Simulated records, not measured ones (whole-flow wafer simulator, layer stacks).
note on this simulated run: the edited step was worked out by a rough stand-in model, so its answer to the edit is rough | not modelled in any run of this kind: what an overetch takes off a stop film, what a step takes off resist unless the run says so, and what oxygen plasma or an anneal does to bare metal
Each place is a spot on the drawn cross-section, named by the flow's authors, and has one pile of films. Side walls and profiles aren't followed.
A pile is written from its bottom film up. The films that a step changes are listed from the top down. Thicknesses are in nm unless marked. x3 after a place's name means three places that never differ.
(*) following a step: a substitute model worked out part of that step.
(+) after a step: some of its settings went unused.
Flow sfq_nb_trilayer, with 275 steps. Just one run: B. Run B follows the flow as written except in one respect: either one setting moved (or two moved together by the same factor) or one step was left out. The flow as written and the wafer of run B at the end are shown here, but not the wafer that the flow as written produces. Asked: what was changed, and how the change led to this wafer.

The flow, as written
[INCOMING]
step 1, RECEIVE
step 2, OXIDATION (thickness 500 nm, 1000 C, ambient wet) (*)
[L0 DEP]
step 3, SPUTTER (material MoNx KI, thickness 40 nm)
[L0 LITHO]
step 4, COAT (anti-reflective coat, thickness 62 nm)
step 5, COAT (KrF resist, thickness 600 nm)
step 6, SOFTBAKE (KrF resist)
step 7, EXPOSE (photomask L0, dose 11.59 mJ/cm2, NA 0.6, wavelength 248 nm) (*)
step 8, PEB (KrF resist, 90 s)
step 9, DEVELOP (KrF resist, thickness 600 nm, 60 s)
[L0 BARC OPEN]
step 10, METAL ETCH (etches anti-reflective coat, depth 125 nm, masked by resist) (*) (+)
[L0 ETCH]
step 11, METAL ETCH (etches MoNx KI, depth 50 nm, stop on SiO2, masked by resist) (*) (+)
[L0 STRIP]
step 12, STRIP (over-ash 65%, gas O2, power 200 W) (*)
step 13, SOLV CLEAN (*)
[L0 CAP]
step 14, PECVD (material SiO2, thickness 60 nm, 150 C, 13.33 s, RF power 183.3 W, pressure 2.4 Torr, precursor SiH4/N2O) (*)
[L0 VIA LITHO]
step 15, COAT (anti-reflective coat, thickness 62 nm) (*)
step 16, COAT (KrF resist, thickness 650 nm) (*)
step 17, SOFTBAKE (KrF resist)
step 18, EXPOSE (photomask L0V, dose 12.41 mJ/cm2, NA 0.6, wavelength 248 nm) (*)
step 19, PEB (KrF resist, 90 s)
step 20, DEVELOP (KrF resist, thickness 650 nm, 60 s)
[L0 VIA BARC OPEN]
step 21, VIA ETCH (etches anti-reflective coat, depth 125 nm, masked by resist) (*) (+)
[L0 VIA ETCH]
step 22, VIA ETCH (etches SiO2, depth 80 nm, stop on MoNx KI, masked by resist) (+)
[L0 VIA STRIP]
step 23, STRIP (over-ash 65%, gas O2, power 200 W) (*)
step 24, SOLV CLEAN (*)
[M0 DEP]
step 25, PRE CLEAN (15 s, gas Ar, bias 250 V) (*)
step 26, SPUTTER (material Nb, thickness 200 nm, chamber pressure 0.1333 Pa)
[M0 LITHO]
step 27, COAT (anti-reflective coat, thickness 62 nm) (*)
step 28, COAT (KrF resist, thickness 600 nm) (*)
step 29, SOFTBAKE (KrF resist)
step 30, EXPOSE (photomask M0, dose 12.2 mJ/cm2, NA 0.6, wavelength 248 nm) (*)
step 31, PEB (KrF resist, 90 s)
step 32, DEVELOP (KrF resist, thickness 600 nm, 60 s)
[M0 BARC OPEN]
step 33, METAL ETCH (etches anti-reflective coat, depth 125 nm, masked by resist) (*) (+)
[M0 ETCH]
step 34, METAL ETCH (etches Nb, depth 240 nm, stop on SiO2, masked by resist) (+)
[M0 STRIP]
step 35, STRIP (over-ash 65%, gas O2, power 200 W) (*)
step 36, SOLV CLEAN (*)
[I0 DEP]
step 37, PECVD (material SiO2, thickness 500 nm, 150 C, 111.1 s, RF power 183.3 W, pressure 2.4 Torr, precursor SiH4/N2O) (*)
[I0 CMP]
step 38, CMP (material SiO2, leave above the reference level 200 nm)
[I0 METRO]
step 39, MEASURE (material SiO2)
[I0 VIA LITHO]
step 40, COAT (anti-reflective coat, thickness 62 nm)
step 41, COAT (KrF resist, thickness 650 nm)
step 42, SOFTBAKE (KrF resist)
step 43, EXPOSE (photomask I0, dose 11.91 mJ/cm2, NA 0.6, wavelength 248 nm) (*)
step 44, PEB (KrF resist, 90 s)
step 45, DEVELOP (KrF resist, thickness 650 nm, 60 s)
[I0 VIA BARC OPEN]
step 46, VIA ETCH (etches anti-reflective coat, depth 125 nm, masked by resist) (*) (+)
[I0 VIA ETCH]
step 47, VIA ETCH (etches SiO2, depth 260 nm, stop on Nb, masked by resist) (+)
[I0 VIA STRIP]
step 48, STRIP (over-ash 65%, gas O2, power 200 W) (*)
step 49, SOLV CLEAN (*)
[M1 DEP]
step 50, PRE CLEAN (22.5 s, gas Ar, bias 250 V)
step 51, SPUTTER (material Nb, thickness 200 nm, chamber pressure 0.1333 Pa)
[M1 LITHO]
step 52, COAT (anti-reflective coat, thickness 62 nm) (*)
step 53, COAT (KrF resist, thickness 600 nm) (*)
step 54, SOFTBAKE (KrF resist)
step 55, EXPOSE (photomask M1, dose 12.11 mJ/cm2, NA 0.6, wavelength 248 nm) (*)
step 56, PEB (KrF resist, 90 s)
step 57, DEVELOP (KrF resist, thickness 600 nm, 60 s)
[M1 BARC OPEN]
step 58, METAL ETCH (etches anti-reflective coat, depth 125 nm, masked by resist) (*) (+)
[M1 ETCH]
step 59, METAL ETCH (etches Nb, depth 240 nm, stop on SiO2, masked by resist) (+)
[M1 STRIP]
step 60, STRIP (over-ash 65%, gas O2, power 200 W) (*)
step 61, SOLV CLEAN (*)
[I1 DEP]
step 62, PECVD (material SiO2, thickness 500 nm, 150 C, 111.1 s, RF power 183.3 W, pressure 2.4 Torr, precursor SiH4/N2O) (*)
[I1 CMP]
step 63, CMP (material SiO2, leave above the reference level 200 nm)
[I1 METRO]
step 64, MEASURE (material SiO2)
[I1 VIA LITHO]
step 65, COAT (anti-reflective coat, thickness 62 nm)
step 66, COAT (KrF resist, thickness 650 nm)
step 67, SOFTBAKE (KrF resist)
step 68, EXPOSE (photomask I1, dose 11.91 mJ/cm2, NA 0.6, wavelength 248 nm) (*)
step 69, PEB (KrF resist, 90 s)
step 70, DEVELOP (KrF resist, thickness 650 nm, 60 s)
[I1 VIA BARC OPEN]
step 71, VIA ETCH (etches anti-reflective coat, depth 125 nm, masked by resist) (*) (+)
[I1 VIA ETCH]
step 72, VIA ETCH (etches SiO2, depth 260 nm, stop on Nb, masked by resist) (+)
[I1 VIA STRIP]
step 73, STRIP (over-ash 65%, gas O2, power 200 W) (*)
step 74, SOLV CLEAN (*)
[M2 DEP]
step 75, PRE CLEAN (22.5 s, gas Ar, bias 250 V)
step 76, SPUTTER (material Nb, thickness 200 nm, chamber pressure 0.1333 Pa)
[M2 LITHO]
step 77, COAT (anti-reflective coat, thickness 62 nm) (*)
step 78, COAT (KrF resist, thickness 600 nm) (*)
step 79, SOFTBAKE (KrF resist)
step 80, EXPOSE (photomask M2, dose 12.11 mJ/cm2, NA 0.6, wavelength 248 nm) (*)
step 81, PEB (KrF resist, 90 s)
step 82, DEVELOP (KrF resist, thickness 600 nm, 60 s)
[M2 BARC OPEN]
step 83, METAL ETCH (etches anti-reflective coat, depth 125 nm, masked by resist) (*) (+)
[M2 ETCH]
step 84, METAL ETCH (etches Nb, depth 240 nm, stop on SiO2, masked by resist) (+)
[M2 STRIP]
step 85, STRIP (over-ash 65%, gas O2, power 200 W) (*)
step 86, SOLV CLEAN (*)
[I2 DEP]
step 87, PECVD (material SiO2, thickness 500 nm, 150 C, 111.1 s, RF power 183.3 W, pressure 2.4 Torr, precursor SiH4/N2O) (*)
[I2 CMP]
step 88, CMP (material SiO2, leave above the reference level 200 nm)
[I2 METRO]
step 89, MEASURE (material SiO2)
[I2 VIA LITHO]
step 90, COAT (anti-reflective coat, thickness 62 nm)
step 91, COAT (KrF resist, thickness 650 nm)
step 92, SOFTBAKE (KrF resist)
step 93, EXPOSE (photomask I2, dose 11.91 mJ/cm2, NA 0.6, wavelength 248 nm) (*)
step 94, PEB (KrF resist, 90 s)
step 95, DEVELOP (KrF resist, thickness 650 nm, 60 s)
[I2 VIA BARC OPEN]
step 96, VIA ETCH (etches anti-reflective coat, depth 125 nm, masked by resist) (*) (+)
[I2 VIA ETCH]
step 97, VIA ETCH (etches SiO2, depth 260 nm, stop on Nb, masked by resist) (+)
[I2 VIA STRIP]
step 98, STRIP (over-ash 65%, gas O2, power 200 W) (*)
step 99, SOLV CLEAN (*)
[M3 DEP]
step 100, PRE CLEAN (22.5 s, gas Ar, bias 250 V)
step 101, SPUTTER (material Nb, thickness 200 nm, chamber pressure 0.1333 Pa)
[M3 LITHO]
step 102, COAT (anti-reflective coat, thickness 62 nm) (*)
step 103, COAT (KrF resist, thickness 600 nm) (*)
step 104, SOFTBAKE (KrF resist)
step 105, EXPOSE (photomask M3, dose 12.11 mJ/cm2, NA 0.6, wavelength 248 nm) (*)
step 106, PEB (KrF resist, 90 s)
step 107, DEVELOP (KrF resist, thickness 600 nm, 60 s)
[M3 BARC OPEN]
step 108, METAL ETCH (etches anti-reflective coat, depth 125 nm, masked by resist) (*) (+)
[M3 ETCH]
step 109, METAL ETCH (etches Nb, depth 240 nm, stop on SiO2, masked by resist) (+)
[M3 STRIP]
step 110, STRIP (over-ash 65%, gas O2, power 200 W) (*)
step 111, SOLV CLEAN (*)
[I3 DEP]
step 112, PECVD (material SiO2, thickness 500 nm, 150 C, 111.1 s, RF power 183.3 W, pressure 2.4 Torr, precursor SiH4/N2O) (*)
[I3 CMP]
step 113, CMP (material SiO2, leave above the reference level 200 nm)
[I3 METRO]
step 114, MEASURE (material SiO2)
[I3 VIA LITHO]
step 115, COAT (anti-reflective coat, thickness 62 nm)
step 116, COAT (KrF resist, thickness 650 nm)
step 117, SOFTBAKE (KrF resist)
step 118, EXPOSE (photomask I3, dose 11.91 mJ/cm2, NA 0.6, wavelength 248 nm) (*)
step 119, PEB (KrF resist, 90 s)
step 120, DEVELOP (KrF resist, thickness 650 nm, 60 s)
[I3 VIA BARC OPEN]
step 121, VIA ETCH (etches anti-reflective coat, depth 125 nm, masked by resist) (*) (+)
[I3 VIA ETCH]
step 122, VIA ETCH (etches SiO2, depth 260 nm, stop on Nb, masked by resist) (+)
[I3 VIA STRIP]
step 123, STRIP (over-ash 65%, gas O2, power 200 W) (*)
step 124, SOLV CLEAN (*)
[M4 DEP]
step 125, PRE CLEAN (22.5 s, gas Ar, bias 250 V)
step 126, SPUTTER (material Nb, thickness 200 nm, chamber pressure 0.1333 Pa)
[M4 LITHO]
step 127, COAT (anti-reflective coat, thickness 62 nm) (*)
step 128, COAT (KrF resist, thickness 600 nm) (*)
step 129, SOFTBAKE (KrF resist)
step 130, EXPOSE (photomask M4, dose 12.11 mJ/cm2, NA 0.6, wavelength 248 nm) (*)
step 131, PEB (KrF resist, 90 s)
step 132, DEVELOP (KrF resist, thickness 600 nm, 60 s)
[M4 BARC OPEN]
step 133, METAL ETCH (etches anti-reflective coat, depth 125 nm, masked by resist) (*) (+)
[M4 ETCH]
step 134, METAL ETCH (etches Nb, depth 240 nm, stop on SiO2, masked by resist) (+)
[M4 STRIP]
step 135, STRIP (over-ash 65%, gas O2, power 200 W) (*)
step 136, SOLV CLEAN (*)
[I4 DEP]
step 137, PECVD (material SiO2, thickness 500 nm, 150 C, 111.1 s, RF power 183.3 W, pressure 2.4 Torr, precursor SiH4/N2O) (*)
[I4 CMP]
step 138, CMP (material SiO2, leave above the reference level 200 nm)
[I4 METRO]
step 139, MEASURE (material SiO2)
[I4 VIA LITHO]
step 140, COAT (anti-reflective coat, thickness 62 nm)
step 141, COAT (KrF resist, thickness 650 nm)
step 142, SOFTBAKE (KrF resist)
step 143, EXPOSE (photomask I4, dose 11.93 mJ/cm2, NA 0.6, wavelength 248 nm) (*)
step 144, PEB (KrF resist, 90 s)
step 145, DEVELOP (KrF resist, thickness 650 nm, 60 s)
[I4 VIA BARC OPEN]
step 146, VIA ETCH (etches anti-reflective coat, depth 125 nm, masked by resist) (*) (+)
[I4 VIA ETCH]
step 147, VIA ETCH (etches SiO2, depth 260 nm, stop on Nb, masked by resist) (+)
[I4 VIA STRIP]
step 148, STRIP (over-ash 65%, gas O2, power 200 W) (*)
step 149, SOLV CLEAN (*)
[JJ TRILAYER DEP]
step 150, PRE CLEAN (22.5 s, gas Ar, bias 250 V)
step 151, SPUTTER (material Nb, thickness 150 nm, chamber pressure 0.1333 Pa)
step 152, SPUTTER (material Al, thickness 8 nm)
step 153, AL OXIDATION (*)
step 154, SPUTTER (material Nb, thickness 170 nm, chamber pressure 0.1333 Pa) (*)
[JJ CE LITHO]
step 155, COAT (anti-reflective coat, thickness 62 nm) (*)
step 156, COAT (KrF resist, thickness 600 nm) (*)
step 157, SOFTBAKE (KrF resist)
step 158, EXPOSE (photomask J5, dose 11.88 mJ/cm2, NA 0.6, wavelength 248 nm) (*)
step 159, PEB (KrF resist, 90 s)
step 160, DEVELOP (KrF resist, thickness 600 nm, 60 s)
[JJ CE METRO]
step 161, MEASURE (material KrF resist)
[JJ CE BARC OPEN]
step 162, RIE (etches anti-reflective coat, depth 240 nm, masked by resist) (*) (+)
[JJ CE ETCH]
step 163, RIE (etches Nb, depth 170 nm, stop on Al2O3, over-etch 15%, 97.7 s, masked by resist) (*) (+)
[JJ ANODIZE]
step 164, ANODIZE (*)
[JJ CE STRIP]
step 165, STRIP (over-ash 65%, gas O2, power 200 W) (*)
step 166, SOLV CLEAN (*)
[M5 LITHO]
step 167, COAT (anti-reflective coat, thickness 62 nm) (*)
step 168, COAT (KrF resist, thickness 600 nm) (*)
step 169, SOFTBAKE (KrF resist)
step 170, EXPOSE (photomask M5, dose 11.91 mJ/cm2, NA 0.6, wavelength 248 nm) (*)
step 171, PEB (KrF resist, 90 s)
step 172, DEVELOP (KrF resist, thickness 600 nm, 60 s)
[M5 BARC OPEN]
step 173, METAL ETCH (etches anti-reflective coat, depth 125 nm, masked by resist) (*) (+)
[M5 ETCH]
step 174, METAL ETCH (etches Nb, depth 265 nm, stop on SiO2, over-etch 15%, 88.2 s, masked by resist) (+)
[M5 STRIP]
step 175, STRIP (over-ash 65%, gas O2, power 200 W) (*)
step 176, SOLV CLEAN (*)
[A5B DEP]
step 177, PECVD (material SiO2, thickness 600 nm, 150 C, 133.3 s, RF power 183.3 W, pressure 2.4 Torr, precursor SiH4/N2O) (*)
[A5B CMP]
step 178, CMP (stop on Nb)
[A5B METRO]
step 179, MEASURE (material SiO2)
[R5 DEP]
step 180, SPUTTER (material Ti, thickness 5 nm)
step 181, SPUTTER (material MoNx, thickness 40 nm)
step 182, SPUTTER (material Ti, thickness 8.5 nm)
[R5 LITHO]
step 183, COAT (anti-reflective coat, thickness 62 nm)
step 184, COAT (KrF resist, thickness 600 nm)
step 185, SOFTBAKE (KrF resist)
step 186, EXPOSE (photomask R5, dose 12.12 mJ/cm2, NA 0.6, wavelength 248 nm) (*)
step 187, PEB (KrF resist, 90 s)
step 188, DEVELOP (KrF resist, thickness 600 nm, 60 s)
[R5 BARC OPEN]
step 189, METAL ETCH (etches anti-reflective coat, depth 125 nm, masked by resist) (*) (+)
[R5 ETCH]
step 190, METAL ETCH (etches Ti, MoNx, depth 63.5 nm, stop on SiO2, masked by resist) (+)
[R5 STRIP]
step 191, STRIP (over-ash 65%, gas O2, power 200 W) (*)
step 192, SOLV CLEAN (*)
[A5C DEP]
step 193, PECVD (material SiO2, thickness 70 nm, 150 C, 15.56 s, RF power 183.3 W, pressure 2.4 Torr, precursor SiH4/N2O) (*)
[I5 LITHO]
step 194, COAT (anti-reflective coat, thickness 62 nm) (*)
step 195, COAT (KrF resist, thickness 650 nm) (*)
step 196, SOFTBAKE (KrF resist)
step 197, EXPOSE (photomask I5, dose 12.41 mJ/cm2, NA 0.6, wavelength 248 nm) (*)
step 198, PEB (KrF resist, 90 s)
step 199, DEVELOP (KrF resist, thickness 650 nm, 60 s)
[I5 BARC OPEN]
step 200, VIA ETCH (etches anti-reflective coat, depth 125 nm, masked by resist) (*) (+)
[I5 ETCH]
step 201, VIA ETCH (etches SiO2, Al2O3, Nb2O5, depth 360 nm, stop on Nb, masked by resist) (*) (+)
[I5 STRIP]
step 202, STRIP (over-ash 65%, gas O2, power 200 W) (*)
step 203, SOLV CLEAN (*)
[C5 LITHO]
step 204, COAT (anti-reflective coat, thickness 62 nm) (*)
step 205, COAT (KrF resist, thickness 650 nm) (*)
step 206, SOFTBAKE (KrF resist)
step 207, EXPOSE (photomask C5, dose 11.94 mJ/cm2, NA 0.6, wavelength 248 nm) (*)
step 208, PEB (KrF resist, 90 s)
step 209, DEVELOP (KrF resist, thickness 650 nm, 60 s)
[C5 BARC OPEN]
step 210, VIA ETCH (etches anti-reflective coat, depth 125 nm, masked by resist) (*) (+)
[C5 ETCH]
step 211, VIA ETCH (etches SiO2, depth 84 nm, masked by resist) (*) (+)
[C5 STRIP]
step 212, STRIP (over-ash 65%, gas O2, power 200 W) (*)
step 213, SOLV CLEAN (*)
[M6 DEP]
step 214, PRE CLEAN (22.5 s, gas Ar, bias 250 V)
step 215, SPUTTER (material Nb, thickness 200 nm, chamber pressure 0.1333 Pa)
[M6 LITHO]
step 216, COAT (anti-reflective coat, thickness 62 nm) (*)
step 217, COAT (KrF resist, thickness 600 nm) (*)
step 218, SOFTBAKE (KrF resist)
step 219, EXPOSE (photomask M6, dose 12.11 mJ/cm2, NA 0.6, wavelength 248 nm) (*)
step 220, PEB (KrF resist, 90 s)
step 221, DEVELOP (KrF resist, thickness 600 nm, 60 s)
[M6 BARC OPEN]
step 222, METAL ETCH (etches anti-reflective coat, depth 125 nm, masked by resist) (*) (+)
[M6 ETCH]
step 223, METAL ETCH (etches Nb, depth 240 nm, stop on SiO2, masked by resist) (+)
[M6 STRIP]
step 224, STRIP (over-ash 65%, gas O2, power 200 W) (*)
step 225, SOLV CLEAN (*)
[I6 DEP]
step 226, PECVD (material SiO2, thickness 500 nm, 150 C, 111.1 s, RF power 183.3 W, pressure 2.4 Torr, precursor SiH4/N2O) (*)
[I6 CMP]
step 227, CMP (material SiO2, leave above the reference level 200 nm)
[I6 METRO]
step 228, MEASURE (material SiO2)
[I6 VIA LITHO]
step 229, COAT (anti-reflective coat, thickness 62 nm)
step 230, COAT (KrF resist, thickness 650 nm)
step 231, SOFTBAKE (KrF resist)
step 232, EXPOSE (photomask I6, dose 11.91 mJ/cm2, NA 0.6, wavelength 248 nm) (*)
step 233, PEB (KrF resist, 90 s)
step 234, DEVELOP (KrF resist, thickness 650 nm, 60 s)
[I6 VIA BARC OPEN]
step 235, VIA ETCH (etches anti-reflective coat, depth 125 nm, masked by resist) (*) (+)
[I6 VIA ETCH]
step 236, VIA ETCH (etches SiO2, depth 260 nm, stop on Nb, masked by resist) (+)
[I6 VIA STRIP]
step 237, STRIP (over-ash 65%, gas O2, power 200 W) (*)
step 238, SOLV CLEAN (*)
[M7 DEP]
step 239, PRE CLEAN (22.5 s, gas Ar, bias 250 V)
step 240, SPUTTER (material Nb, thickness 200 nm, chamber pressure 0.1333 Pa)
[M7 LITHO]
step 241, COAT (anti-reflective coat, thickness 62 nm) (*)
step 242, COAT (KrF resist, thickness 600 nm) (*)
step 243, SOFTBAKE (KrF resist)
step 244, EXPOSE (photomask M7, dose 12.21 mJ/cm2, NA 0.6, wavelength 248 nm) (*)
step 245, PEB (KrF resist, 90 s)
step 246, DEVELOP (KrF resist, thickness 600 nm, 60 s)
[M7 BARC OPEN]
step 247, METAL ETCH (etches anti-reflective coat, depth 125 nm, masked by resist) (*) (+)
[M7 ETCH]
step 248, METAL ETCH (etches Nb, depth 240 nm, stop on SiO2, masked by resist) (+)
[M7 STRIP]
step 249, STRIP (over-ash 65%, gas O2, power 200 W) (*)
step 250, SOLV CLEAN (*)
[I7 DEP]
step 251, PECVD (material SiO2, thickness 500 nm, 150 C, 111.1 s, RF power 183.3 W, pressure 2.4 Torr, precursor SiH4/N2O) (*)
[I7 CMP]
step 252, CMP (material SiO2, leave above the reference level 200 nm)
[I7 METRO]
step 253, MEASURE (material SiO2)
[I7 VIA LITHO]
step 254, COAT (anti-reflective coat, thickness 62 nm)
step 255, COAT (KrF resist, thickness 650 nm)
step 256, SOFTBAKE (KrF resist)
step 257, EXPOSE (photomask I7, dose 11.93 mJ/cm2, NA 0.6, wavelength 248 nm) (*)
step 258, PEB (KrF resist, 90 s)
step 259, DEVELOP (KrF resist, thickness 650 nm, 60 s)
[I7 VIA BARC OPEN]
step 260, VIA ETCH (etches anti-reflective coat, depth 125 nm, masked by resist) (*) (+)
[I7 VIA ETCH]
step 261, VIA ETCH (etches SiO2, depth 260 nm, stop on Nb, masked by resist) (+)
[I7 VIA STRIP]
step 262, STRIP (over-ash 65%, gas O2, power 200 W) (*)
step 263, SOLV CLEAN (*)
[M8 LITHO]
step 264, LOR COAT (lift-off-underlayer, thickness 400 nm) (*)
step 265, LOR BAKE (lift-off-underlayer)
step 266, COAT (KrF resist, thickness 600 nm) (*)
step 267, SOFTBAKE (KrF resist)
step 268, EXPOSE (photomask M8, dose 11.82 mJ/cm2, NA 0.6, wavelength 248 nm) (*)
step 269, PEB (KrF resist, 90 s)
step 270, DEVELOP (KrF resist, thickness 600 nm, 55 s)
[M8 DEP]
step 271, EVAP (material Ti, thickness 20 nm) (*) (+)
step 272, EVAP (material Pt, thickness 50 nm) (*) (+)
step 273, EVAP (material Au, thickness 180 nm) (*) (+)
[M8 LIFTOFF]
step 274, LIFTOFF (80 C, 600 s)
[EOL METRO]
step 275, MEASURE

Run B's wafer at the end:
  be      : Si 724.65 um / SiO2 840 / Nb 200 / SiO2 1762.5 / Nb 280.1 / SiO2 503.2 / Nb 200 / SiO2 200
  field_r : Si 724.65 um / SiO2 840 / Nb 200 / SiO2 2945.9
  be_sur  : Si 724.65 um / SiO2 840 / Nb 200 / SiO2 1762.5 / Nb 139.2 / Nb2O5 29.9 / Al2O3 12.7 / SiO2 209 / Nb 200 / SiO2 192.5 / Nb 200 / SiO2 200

Cause: step 2, OXIDATION: thickness 785 nm was run, whereas the flow has thickness 500 nm.

The path from the change to this, step by step:
  step 2, OXIDATION (thickness 500 nm, 1000 C, ambient wet) (*)
      field_l, v_sur, via_wl and 103 more: +785 SiO2 (new film), -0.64 chemical SiO2 (all of it), -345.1 Si (it would be, as written: +500 SiO2 (new film), -0.64 chemical SiO2 (all of it), -219.7 Si)
